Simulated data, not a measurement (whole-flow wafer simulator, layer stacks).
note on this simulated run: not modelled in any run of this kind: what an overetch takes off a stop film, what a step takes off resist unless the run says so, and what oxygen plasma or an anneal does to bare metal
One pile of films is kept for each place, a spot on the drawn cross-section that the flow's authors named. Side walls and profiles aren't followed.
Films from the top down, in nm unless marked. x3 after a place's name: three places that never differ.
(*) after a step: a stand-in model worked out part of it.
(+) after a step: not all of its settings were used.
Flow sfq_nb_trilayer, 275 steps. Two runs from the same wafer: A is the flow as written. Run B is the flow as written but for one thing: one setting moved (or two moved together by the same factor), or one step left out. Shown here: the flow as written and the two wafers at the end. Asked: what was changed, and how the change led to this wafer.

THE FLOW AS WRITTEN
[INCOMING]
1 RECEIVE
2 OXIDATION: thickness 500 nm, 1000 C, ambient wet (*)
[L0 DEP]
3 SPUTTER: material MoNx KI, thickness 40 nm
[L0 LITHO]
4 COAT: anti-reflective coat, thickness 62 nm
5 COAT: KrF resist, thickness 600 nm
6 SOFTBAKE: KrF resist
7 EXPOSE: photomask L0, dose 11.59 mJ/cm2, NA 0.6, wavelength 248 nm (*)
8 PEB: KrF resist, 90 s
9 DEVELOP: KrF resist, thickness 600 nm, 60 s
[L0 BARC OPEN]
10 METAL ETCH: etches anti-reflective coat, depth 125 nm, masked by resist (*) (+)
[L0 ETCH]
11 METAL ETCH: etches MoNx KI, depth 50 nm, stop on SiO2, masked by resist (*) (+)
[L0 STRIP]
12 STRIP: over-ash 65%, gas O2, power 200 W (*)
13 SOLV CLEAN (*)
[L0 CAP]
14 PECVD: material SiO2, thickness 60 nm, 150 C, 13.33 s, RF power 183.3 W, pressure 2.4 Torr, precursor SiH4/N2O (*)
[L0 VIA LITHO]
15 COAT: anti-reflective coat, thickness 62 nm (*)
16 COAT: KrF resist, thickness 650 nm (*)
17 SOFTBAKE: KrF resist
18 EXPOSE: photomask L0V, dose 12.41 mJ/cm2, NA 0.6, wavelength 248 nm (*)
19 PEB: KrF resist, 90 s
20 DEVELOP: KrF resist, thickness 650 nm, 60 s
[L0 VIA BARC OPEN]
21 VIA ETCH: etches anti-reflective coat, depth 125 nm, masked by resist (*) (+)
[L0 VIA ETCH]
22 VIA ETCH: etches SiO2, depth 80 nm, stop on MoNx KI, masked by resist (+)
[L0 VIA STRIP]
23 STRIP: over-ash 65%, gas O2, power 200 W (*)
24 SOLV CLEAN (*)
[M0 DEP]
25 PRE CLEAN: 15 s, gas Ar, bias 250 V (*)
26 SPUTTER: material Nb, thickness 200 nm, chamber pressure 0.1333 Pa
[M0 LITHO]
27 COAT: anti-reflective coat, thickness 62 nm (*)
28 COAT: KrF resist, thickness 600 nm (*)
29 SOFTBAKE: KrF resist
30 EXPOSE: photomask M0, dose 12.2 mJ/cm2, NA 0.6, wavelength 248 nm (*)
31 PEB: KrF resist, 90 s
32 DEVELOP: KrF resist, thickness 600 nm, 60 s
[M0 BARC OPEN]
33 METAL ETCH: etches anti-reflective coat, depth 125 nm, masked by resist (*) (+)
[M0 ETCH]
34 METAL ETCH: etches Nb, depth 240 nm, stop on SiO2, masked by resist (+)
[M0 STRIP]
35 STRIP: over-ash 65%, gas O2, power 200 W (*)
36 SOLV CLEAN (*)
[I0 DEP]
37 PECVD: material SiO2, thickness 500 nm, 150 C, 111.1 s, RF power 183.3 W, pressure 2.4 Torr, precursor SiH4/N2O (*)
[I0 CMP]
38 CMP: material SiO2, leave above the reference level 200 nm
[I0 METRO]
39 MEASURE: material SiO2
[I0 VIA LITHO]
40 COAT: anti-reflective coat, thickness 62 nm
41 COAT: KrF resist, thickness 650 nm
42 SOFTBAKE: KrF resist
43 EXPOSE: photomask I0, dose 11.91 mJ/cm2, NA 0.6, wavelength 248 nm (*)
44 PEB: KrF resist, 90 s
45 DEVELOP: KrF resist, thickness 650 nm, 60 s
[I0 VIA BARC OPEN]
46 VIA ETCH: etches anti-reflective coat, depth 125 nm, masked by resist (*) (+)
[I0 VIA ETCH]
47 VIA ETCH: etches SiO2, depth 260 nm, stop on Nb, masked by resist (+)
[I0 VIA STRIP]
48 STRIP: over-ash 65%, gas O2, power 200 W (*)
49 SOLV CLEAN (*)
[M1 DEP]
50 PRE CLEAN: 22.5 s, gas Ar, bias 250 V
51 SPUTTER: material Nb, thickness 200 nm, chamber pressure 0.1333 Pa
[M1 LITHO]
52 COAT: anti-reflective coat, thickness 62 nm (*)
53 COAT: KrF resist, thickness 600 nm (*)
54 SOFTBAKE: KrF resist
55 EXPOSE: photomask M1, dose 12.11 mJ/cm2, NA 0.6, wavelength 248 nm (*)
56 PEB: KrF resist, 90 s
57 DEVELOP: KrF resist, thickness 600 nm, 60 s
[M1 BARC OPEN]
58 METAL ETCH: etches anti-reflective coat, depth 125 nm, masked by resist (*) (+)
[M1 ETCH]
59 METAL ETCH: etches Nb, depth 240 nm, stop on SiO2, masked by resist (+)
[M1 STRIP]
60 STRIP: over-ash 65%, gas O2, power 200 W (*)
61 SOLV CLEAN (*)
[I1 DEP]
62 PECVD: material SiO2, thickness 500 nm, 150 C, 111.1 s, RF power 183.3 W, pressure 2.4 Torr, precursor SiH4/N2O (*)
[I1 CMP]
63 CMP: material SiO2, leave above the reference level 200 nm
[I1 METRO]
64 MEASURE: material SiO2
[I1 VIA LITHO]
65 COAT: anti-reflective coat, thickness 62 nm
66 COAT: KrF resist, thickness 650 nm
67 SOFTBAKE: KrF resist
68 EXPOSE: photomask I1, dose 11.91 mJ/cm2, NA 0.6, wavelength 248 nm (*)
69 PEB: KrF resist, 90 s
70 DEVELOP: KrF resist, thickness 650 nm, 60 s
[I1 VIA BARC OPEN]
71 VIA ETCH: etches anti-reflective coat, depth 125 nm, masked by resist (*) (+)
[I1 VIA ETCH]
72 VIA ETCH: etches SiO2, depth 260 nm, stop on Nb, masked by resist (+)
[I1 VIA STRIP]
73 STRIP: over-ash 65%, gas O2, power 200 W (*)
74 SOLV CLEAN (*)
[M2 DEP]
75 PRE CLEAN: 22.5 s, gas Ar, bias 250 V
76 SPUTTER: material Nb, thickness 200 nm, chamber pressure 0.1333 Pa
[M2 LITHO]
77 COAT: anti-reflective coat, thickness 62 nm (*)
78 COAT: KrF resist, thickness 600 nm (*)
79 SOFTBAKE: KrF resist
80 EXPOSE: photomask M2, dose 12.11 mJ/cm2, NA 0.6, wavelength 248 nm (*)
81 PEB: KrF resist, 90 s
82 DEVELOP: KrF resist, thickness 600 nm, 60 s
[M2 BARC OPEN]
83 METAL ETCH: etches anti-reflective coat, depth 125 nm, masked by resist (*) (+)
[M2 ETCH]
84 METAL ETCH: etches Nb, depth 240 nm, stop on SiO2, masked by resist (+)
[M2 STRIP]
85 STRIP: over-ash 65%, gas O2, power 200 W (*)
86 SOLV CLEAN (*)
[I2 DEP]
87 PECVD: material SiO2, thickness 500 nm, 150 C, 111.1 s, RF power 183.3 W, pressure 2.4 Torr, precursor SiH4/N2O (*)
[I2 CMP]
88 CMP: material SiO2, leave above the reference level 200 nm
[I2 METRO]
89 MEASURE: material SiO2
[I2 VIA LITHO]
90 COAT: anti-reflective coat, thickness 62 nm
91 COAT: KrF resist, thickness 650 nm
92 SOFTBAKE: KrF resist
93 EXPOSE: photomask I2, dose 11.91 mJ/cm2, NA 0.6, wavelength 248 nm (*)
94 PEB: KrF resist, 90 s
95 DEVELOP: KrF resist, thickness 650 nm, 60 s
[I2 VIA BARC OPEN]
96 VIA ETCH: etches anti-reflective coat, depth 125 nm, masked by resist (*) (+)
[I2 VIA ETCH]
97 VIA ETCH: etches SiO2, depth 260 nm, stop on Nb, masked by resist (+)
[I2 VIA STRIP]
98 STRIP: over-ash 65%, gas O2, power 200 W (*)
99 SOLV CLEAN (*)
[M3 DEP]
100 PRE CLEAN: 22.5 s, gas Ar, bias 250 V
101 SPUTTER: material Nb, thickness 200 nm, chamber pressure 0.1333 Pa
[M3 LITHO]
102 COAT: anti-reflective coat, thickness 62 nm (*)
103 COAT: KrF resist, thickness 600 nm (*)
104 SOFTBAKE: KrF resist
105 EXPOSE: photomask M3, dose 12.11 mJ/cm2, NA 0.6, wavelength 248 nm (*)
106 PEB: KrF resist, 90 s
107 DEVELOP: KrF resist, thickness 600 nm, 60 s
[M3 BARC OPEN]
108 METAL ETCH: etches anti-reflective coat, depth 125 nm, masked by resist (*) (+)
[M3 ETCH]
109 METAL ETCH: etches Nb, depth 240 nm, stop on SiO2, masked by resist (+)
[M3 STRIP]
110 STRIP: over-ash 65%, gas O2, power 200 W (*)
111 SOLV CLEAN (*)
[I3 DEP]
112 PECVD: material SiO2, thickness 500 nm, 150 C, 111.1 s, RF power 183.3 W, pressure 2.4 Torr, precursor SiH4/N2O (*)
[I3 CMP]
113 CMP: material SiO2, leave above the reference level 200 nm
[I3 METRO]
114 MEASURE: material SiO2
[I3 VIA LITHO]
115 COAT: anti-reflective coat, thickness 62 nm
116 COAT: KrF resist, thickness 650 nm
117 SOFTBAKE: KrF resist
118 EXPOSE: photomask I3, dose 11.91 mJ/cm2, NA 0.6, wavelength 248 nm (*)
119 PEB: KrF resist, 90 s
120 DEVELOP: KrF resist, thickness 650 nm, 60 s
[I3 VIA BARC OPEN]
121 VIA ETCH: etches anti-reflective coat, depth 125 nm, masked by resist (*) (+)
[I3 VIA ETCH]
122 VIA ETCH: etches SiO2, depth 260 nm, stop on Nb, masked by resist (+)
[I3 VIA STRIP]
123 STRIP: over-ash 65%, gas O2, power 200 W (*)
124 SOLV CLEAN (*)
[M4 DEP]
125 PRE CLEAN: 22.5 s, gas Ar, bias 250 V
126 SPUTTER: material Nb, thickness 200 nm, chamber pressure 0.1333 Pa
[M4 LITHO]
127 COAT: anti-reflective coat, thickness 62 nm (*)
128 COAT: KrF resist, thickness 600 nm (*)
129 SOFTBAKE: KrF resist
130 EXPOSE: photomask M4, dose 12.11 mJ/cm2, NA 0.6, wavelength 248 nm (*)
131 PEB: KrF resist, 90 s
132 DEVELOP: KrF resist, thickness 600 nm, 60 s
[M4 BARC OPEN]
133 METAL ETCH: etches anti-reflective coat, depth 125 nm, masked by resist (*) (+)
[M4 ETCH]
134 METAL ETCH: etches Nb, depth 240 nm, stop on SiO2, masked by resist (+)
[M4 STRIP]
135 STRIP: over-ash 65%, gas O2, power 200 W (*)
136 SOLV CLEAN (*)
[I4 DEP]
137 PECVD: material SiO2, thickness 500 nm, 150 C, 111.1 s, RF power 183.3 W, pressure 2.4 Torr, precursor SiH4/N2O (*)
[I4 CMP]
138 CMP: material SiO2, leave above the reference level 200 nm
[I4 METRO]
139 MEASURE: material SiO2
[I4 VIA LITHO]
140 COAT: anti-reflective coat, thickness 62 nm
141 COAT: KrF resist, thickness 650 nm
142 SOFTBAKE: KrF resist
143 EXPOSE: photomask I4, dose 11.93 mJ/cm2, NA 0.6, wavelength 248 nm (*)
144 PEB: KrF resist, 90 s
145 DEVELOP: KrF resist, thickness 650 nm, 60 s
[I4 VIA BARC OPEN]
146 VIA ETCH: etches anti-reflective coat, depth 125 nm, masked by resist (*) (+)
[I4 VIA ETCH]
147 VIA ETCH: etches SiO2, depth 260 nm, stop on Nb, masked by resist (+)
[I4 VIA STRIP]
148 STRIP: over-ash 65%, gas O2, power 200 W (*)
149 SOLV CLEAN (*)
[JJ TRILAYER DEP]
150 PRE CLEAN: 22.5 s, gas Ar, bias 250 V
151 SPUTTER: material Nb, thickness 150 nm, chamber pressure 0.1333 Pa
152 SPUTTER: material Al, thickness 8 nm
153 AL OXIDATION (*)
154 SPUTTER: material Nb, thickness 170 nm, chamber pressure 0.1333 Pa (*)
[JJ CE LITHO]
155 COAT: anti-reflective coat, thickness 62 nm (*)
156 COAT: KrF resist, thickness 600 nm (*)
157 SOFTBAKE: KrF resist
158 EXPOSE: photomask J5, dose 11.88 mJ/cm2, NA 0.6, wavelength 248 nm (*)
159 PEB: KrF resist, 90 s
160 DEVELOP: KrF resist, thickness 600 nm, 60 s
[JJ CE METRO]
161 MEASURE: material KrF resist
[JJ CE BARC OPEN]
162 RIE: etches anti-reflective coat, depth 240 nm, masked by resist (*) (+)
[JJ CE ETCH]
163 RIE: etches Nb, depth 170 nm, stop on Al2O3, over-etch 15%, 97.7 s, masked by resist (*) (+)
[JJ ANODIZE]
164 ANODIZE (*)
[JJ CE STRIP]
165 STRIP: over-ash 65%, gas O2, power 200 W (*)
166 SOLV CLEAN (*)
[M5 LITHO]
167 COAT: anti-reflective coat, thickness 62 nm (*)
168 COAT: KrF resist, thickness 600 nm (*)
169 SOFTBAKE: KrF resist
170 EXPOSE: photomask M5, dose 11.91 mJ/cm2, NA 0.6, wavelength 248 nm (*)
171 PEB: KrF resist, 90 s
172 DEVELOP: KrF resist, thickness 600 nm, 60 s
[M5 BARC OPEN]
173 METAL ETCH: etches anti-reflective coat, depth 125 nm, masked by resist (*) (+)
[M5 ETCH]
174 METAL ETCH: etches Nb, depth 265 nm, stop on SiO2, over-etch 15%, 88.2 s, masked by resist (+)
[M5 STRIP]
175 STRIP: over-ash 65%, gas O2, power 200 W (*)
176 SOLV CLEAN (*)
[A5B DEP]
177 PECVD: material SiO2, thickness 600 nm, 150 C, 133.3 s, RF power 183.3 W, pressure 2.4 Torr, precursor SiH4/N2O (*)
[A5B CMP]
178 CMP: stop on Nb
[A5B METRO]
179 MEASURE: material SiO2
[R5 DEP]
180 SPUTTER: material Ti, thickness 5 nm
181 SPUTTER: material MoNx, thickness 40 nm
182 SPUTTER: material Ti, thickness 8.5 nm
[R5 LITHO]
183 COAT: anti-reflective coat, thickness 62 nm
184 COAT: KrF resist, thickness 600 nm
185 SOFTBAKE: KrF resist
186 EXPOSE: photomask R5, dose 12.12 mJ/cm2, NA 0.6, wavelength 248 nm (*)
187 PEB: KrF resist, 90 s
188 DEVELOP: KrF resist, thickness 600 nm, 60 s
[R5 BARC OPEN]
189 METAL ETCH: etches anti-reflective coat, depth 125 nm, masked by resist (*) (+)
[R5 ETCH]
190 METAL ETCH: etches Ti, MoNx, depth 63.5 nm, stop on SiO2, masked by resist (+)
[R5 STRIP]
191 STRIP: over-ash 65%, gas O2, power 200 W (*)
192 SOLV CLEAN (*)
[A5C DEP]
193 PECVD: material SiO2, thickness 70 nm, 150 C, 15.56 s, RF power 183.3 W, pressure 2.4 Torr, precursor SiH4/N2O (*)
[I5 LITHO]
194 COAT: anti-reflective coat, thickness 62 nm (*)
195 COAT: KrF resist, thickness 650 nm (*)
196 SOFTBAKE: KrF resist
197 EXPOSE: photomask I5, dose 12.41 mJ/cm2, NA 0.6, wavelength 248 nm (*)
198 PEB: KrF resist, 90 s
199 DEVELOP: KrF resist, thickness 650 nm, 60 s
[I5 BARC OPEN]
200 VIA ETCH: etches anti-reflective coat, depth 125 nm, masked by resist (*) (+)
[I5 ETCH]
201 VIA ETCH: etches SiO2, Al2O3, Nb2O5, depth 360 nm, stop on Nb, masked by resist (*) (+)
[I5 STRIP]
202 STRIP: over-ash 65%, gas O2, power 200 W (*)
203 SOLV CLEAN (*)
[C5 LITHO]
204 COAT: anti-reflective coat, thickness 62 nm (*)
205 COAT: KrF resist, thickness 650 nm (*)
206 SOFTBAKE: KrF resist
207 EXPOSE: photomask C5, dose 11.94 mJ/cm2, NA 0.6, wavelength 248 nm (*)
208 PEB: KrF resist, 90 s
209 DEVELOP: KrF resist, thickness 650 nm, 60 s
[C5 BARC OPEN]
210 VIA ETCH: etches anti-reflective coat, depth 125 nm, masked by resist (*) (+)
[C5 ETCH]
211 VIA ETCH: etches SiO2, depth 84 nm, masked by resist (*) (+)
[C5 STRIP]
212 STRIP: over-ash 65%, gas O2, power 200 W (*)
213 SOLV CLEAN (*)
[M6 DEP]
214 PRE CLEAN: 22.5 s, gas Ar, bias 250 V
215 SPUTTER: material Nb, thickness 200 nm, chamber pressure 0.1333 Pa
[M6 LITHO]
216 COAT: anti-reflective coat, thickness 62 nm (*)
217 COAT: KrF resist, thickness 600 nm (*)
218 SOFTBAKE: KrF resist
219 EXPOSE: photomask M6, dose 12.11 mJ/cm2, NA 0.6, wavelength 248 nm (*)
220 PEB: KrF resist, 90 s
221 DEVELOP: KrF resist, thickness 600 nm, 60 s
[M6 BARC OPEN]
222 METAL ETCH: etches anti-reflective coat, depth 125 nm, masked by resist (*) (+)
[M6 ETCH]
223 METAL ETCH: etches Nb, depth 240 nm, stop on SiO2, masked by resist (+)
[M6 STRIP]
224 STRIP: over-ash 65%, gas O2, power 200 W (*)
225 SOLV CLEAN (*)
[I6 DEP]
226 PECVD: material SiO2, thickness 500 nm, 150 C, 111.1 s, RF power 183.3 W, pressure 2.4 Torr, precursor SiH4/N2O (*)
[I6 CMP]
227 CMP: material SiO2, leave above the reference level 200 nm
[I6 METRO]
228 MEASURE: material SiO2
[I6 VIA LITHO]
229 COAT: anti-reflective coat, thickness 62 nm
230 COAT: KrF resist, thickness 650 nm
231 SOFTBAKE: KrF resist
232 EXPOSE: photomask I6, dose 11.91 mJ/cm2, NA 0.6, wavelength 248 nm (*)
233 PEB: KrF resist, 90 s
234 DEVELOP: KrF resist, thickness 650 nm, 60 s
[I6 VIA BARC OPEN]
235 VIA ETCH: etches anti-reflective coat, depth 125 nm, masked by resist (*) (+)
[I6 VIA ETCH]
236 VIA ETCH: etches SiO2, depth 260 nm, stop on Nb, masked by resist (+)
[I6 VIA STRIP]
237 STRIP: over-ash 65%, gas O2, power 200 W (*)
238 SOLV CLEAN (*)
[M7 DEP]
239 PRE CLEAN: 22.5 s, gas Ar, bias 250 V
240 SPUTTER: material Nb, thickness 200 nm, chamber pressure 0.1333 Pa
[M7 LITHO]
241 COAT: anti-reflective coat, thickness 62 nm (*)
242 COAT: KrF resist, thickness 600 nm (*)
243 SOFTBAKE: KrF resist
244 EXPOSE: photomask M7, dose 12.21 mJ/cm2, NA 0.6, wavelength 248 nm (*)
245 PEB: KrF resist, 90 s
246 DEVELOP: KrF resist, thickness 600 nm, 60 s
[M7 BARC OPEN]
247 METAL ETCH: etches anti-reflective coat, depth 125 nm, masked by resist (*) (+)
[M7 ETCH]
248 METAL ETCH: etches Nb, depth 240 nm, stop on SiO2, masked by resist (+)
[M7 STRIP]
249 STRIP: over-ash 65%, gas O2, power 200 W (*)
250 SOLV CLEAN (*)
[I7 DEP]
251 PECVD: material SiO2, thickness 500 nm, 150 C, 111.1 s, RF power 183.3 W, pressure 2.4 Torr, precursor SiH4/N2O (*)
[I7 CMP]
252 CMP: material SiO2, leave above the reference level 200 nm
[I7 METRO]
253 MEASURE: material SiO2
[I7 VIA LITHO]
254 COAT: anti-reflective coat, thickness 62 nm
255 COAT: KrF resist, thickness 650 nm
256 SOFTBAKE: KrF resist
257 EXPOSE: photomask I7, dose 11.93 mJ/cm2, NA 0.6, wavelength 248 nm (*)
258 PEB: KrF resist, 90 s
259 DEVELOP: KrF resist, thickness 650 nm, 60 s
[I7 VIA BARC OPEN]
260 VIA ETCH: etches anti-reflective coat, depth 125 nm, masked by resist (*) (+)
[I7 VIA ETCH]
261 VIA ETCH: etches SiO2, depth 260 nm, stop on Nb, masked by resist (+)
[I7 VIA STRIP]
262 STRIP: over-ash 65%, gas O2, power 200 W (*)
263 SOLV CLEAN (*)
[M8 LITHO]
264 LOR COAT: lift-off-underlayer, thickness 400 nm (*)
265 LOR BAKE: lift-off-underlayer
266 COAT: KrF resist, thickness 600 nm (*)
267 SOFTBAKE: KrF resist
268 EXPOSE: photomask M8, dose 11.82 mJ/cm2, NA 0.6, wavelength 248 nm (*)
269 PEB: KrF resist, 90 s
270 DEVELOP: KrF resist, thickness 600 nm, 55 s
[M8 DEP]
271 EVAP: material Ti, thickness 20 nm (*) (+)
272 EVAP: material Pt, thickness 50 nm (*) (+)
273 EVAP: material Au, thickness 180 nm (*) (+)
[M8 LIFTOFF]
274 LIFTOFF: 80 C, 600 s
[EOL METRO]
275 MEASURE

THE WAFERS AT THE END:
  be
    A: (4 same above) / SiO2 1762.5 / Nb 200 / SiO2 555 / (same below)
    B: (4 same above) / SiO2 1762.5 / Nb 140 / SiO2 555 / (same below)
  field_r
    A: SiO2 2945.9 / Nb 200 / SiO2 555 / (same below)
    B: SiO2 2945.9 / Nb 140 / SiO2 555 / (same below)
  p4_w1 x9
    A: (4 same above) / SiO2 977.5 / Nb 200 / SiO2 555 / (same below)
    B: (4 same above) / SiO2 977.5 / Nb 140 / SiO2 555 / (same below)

The cause: step 26, SPUTTER: thickness 140 nm was run, where the flow has thickness 200 nm.
It can be read off the wafer: be has Nb 140, and step 26 as written asks for 200 nm.

How the change led to this, step by step:
  26 SPUTTER: material Nb, thickness 200 nm, chamber pressure 0.1333 Pa
      field_l, via_wl, via_w and 101 more: A Nb +200 (new film) | B Nb +140 (new film)
      v_sur: A Nb +200 (new film) | B Nb +137.6 (new film)
      (and at 1 more place)
  34 METAL ETCH: etches Nb, depth 240 nm, stop on SiO2, masked by resist (+)
      field_l, v_sur, via_wl and 100 more: A KrF resist -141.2 | B KrF resist -123.5
      moat, m0r_space_l x2: A Nb -200 (all of it) | B Nb -140 (all of it)
  35 STRIP: over-ash 65%, gas O2, power 200 W (*)
      p4_fl x3, p4_w1 x9, p4_g1 x2 and 57 more: A KrF resist -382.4 (all of it), anti-reflective coat -62 (all of it) | B KrF resist -400 (all of it), anti-reflective coat -62 (all of it)
      c5j, ce_r, sp_r, be_r, r_sur, res: A KrF resist -389 (all of it), anti-reflective coat -63.6 (all of it) | B KrF resist -406.6 (all of it), anti-reflective coat -63.6 (all of it)
      (and at 26 more places)
  37 PECVD: material SiO2, thickness 500 nm, 150 C, 111.1 s, RF power 183.3 W, pressure 2.4 Torr, precursor SiH4/N2O (*)
      moat, m0r_space_l x2: A SiO2 +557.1 | B SiO2 +500
